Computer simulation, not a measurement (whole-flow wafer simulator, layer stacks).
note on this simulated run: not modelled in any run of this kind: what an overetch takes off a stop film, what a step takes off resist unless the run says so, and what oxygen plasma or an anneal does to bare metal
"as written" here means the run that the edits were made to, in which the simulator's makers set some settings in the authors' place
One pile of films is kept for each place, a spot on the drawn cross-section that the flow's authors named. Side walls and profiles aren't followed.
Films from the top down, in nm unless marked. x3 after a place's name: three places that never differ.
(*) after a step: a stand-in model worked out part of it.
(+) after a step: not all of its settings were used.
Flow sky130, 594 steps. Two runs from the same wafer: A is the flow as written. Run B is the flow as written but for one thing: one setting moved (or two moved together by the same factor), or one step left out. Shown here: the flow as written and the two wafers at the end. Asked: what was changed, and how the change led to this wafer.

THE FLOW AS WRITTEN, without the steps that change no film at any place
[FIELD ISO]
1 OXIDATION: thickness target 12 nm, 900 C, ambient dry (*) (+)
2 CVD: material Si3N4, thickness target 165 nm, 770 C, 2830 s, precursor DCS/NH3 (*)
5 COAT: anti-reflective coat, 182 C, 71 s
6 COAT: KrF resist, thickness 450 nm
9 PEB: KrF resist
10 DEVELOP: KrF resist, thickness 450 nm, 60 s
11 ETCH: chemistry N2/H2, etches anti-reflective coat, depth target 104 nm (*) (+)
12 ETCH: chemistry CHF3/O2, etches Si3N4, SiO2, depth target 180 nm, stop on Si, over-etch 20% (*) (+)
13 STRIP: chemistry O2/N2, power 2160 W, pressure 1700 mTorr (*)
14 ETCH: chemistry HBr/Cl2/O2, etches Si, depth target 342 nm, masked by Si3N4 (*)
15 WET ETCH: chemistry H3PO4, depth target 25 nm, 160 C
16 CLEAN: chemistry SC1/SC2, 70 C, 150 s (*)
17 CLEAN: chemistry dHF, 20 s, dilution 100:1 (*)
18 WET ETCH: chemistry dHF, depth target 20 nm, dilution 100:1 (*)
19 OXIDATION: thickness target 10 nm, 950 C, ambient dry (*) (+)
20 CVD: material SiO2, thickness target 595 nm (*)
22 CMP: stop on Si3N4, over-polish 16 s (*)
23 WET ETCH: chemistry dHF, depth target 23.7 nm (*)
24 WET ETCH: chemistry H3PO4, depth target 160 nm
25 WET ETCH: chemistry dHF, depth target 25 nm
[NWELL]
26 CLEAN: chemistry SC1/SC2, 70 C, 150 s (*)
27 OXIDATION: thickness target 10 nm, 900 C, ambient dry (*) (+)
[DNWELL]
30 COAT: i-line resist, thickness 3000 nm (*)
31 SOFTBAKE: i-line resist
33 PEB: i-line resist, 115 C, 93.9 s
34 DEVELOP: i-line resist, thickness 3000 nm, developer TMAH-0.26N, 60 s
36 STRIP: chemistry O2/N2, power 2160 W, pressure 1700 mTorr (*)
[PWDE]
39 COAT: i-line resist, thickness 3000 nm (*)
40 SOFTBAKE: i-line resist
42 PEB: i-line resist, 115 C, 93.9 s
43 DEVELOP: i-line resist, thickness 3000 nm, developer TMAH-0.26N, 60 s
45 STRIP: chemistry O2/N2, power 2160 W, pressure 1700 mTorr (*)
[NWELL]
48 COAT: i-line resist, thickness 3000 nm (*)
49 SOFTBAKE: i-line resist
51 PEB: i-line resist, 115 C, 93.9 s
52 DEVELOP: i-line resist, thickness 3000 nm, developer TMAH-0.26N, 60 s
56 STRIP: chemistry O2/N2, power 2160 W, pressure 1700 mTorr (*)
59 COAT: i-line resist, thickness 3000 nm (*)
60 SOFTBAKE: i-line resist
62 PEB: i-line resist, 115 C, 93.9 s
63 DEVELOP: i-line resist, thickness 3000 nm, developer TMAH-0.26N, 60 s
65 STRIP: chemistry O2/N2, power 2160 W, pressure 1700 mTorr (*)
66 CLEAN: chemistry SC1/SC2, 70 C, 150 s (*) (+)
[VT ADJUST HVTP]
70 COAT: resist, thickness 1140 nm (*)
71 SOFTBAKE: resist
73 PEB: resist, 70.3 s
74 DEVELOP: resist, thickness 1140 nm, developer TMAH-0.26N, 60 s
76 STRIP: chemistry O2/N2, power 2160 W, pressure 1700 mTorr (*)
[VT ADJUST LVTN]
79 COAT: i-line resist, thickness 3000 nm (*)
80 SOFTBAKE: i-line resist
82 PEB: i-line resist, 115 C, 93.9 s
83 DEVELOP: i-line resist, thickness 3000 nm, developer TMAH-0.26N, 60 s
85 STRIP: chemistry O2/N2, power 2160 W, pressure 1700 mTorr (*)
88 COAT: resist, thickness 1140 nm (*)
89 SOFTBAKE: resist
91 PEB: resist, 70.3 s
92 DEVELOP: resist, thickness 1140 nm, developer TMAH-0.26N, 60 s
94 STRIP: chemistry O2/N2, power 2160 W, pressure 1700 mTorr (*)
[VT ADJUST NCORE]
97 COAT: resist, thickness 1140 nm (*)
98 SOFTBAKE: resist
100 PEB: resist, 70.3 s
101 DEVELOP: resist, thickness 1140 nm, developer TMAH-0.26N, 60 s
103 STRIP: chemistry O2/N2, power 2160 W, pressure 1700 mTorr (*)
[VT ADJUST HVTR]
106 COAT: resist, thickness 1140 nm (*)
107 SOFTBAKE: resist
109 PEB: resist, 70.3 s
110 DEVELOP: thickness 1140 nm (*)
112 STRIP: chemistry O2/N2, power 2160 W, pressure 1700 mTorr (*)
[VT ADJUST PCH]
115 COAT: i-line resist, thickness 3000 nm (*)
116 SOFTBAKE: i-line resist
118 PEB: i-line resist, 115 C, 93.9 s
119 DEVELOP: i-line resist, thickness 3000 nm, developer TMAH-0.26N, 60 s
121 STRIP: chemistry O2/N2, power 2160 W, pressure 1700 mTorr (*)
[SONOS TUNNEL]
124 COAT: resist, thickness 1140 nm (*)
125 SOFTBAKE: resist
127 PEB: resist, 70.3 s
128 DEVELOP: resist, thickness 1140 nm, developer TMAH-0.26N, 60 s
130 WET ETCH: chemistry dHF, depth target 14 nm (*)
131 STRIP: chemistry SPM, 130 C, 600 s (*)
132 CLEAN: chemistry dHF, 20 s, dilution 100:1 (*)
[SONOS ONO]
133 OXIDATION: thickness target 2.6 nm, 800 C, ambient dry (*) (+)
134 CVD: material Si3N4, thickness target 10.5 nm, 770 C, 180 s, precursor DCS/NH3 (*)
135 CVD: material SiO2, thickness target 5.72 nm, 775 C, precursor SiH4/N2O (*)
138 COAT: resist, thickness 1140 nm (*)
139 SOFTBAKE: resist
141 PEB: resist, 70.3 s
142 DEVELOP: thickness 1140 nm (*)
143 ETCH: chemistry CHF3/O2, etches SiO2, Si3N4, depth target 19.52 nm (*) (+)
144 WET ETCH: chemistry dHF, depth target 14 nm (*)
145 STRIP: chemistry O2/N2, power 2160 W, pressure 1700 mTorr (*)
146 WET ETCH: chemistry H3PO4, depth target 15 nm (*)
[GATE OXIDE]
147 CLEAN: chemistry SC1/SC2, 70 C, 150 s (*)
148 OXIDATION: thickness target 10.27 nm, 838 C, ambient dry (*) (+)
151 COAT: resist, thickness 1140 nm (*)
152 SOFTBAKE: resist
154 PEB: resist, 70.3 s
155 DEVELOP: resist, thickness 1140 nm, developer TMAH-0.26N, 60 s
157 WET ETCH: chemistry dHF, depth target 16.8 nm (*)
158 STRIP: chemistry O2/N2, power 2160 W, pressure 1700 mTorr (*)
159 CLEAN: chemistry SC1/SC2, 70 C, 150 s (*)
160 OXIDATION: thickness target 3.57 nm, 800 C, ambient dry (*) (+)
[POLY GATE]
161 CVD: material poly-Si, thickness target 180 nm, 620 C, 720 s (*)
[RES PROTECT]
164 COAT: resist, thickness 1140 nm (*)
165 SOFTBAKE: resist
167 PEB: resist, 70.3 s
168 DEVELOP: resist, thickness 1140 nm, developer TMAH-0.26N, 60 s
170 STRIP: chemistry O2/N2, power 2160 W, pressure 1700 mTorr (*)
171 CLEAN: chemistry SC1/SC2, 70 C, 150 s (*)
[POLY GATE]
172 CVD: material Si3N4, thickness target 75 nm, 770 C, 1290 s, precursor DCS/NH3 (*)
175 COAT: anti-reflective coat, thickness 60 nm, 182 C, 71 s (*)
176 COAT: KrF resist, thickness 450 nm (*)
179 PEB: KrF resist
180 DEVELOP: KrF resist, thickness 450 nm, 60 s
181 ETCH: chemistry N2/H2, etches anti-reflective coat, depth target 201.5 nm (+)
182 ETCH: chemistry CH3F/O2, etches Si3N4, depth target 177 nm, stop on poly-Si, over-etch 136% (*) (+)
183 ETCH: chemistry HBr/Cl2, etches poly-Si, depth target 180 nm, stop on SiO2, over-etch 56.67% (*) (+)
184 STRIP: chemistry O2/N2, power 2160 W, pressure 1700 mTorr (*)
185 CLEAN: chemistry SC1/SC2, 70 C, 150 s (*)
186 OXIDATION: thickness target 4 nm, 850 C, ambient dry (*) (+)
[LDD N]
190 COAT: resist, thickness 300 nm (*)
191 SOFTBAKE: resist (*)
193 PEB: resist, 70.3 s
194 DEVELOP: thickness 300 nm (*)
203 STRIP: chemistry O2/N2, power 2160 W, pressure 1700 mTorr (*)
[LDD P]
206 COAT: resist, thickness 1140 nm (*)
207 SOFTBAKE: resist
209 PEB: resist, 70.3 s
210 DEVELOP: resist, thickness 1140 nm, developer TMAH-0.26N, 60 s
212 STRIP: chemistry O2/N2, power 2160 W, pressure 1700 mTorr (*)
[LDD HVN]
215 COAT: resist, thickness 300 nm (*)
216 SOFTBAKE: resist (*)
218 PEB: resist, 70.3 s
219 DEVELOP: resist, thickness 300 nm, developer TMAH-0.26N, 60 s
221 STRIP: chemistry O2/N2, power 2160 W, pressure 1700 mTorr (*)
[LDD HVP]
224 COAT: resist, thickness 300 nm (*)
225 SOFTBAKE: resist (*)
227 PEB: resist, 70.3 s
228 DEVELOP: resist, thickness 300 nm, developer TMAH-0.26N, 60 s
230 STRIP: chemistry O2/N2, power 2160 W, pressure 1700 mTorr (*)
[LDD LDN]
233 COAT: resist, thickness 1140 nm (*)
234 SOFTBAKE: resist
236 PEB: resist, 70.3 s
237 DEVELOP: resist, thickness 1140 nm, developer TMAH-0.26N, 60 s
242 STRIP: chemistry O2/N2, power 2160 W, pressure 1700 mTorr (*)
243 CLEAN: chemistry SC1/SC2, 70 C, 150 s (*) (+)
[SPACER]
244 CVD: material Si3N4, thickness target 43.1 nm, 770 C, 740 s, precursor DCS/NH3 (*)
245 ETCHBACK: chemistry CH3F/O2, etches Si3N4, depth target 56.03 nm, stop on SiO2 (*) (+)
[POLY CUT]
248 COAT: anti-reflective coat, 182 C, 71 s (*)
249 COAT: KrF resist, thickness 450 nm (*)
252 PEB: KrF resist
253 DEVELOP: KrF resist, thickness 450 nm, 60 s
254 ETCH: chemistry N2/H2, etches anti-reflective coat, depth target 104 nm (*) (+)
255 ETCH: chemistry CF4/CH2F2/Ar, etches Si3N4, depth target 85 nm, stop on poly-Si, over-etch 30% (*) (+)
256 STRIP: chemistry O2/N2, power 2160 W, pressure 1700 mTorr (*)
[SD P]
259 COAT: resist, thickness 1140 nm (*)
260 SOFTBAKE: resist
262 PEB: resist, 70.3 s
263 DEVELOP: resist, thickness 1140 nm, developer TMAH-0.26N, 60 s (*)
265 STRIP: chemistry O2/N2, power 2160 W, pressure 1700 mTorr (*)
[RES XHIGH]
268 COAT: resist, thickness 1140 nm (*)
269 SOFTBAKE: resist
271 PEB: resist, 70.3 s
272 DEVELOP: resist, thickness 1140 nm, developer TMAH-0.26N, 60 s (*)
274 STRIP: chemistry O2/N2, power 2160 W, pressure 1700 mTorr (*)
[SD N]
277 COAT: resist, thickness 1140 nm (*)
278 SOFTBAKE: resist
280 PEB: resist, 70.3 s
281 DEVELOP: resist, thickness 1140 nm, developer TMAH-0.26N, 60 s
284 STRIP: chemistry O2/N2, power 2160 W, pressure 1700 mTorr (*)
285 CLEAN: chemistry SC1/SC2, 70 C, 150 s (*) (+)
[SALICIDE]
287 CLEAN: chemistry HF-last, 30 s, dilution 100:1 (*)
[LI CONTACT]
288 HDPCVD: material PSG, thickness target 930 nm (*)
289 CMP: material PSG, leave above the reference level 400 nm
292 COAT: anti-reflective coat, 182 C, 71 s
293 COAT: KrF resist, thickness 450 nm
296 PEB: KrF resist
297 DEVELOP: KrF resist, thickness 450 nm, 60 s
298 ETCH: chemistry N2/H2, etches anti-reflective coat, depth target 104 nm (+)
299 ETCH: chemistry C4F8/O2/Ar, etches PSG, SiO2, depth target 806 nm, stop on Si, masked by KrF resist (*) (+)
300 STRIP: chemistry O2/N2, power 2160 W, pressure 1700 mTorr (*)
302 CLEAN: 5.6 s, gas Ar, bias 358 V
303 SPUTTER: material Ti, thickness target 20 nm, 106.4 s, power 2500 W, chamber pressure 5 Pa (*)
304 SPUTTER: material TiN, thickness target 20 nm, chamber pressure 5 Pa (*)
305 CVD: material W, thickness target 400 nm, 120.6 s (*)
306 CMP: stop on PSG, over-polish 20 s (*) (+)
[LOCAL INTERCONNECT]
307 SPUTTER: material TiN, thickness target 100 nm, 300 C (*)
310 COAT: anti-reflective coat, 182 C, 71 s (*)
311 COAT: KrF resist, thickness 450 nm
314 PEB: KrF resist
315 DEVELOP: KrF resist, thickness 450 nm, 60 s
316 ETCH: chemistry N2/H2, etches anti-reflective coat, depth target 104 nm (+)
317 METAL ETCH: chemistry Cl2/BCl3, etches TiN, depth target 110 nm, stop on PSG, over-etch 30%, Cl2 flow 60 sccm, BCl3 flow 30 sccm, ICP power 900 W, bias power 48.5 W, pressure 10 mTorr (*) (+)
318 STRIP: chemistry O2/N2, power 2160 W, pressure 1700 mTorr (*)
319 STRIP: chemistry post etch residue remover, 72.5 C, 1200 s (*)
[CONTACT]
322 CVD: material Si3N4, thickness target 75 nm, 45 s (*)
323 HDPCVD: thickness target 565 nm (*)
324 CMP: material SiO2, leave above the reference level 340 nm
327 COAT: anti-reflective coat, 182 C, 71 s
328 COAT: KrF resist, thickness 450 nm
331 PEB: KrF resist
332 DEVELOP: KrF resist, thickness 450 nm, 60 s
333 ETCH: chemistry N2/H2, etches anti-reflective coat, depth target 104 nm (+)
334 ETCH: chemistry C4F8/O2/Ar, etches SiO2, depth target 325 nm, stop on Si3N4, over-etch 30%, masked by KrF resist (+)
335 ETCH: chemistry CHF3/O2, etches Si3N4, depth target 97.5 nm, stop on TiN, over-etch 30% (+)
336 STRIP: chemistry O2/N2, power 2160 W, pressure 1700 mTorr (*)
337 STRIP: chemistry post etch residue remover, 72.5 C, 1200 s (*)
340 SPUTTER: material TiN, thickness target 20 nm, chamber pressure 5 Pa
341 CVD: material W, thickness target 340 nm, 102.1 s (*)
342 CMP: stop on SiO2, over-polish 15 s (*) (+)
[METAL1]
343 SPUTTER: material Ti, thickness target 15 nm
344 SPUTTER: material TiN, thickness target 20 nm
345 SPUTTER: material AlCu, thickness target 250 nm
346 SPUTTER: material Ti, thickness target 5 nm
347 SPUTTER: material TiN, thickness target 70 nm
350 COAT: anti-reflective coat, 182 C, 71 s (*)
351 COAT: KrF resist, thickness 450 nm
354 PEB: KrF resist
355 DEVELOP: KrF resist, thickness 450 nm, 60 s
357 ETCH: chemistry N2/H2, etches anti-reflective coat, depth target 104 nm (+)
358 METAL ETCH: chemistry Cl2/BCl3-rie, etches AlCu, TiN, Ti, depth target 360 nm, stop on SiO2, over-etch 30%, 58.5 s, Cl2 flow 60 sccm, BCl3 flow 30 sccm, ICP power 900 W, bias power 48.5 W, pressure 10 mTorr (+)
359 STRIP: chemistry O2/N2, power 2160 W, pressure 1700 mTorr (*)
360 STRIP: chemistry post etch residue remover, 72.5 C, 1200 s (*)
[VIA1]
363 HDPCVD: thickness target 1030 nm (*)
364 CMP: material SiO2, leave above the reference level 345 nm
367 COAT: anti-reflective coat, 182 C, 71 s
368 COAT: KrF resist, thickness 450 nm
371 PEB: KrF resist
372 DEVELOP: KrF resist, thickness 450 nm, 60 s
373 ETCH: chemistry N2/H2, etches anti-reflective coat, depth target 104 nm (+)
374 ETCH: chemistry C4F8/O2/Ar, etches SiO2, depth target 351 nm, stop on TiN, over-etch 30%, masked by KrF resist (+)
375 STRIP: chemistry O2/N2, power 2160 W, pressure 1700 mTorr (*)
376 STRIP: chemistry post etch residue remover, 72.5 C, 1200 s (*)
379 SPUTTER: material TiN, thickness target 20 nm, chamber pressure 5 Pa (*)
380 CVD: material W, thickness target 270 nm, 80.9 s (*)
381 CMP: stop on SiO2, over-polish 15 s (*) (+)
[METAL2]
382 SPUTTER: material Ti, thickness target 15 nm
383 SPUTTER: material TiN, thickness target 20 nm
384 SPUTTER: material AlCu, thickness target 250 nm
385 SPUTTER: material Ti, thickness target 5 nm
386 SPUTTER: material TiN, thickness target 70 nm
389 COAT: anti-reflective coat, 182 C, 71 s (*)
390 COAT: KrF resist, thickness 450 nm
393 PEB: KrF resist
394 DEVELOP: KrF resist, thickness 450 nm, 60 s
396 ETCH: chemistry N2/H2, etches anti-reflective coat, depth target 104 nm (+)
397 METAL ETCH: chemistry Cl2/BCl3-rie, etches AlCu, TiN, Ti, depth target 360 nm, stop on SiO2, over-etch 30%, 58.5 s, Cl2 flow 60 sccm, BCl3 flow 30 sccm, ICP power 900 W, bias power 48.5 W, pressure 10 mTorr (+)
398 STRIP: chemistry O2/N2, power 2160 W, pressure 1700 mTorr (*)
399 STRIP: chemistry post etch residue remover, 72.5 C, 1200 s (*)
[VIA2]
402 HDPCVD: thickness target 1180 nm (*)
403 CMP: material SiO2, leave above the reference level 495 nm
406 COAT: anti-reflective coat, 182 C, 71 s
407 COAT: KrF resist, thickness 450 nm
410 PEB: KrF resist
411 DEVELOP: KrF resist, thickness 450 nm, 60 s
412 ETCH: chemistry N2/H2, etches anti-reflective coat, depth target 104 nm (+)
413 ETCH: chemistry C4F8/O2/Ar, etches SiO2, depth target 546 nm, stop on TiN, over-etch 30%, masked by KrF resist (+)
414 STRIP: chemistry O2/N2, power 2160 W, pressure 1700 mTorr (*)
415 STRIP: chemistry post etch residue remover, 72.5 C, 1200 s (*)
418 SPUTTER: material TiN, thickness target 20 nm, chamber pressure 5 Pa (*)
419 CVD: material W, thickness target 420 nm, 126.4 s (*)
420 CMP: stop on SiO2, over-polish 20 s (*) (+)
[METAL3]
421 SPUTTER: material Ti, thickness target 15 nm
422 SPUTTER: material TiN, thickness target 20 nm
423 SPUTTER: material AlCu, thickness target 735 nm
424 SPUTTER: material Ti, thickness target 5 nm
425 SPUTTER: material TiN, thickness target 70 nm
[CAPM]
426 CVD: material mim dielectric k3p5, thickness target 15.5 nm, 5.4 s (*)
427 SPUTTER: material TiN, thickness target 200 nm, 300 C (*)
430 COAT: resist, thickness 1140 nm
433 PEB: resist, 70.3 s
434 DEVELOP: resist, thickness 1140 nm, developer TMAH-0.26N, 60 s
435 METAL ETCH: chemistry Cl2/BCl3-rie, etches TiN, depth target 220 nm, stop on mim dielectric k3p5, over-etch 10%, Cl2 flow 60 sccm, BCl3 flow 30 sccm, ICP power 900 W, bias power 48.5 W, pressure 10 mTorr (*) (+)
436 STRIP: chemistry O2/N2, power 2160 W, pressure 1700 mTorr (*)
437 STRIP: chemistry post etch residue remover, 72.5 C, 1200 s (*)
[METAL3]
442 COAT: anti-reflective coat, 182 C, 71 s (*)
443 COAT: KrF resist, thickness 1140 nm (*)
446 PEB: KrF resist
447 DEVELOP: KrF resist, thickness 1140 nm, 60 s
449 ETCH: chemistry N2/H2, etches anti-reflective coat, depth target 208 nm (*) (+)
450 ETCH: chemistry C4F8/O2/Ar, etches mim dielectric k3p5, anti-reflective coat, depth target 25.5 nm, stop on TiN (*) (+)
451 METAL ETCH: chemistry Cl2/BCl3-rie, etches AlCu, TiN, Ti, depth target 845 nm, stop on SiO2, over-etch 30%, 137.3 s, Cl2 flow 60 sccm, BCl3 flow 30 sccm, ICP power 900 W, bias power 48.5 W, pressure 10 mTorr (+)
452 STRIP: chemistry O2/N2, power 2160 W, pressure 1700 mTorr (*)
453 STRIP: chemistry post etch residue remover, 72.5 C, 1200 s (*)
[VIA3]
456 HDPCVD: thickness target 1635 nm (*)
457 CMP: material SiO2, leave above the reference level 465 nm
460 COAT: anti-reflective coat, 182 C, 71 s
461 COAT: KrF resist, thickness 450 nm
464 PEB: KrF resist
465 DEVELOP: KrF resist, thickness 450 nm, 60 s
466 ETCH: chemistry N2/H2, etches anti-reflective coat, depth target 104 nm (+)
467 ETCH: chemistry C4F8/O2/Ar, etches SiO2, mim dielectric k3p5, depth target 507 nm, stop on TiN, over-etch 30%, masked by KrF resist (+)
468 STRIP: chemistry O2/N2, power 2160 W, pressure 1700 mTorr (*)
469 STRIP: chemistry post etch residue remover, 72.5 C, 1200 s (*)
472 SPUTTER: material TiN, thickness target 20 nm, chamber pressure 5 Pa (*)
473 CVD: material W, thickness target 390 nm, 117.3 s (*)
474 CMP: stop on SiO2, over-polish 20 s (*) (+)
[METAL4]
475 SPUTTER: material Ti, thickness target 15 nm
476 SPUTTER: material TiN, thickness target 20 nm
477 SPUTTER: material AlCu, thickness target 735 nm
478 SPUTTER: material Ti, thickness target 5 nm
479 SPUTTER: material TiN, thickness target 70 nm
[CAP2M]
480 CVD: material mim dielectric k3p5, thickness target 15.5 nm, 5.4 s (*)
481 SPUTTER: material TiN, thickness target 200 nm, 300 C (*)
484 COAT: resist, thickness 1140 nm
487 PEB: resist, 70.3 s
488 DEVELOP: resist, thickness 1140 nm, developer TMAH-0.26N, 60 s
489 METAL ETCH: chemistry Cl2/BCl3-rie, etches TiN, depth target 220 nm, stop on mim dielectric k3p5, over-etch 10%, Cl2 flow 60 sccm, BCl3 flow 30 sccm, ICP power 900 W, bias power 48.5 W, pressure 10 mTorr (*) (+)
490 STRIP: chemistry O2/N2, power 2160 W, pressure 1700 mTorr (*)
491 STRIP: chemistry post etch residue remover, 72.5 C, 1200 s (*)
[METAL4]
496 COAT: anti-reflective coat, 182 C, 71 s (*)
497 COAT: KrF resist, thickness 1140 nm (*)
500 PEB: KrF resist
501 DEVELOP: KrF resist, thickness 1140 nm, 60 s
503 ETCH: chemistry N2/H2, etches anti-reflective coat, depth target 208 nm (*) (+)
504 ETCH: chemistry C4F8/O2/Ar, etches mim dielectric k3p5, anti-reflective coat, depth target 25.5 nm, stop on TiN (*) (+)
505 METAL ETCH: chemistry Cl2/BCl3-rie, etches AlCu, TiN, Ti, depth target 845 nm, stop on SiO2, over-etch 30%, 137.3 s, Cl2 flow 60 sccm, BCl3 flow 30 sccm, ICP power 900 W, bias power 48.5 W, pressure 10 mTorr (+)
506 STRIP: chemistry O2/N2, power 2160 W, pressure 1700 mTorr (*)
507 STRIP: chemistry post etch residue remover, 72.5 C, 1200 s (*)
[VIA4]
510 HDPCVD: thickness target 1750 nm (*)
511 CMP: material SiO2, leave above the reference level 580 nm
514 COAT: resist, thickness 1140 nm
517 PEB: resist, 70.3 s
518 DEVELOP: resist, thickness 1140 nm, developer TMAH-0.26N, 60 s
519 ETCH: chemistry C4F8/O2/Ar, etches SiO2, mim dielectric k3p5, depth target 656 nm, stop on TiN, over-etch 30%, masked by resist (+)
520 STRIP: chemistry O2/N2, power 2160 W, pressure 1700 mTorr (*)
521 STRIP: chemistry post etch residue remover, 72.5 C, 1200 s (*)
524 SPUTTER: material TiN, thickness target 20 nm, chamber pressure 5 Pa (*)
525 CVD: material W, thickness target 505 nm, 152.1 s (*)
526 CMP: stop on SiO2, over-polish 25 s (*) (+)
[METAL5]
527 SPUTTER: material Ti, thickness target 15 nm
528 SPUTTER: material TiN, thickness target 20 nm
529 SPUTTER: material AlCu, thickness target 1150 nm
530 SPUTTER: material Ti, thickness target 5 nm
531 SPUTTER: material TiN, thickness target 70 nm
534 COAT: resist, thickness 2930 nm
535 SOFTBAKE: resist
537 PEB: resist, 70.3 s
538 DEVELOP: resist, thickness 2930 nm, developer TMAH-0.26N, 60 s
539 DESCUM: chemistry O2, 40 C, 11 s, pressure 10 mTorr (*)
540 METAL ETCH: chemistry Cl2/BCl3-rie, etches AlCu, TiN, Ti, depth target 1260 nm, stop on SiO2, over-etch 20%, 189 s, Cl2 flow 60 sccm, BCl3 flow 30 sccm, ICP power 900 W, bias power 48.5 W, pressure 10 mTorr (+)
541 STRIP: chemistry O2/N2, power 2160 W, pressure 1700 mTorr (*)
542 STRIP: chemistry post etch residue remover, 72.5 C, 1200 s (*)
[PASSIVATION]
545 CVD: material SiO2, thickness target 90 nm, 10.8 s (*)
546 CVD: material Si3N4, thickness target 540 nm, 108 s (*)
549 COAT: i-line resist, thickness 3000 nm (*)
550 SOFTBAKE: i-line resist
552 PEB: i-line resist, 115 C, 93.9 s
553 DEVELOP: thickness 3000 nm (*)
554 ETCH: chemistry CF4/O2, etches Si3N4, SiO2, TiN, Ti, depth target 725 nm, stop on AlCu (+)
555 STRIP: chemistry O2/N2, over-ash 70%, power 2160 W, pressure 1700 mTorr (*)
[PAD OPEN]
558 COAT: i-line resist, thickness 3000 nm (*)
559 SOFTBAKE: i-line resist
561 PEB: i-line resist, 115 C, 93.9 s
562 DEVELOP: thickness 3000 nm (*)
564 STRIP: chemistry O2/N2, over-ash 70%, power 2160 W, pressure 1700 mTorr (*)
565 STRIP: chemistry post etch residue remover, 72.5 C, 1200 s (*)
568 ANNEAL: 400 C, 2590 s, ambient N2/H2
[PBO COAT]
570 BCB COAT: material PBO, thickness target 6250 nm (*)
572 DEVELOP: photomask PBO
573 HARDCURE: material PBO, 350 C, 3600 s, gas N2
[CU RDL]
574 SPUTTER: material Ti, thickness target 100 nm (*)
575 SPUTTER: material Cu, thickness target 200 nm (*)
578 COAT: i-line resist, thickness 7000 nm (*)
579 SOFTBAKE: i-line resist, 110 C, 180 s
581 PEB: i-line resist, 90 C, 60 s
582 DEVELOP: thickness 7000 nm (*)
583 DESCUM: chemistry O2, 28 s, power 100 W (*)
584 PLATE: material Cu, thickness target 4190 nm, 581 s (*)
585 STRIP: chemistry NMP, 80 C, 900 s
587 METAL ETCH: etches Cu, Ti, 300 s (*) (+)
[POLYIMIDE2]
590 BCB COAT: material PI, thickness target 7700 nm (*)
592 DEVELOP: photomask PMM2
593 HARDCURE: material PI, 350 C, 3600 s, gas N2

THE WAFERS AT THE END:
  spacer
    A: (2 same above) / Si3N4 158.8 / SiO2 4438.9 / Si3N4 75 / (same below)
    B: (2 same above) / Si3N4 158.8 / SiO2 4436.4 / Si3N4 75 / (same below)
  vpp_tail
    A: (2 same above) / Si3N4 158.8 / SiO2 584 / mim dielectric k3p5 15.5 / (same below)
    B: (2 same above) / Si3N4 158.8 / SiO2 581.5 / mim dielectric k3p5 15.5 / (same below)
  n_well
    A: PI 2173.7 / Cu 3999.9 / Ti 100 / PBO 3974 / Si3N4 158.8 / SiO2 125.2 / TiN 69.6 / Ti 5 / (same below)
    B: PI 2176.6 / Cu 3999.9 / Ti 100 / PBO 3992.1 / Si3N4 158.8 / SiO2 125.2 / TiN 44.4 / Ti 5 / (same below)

The cause: step 531, SPUTTER: thickness target 44.8 nm was run, where the flow has thickness target 70 nm.

How the change led to this, step by step:
  531 SPUTTER: material TiN, thickness target 70 nm
      field, active, n_well and 190 more: A TiN +70 (new film) | B TiN +44.8 (new film)
  540 METAL ETCH: chemistry Cl2/BCl3-rie, etches AlCu, TiN, Ti, depth target 1260 nm, stop on SiO2, over-etch 20%, 189 s, Cl2 flow 60 sccm, BCl3 flow 30 sccm, ICP power 900 W, bias power 48.5 W, pressure 10 mTorr (+)
      field, active, gate and 175 more: A TiN -70 (all of it), Ti -5 (all of it), AlCu -1150 (all of it), TiN -20 (all of it), Ti -15 (all of it), SiO2 -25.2 | B TiN -44.8 (all of it), Ti -5 (all of it), AlCu -1150 (all of it), TiN -20 (all of it), Ti -15 (all of it), SiO2 -27.7
  550 SOFTBAKE: i-line resist
      gate: A i-line resist -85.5 | B i-line resist -83
      spacer: A i-line resist -97.5 | B i-line resist -94.7
      (and at 49 more places)
  554 ETCH: chemistry CF4/O2, etches Si3N4, SiO2, TiN, Ti, depth target 725 nm, stop on AlCu (+)
      field, active, n_well and 189 more: A i-line resist -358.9 | B i-line resist -333.7
      pad: A Si3N4 -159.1 (all of it), SiO2 -125.2 (all of it), TiN -69.6 (all of it), Ti -5 (all of it) | B Si3N4 -159.1 (all of it), SiO2 -125.2 (all of it), TiN -44.4 (all of it), Ti -5 (all of it)
  555 STRIP: chemistry O2/N2, over-ash 70%, power 2160 W, pressure 1700 mTorr (*)
      n_well, p_well, sd_n, sd_p: A i-line resist -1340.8 (all of it) | B i-line resist -1388.2 (all of it)
      m1: A i-line resist -1364.1 (all of it) | B i-line resist -1411 (all of it)
      (and at 8 more places)
  559 SOFTBAKE: i-line resist
      gate: A i-line resist -85.5 | B i-line resist -83
      gate_hv: A i-line resist +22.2 | B i-line resist +21.6
      (and at 52 more places)
  579 SOFTBAKE: i-line resist, 110 C, 180 s
      m5_stack_ln: A i-line resist -30 | B i-line resist -29.4
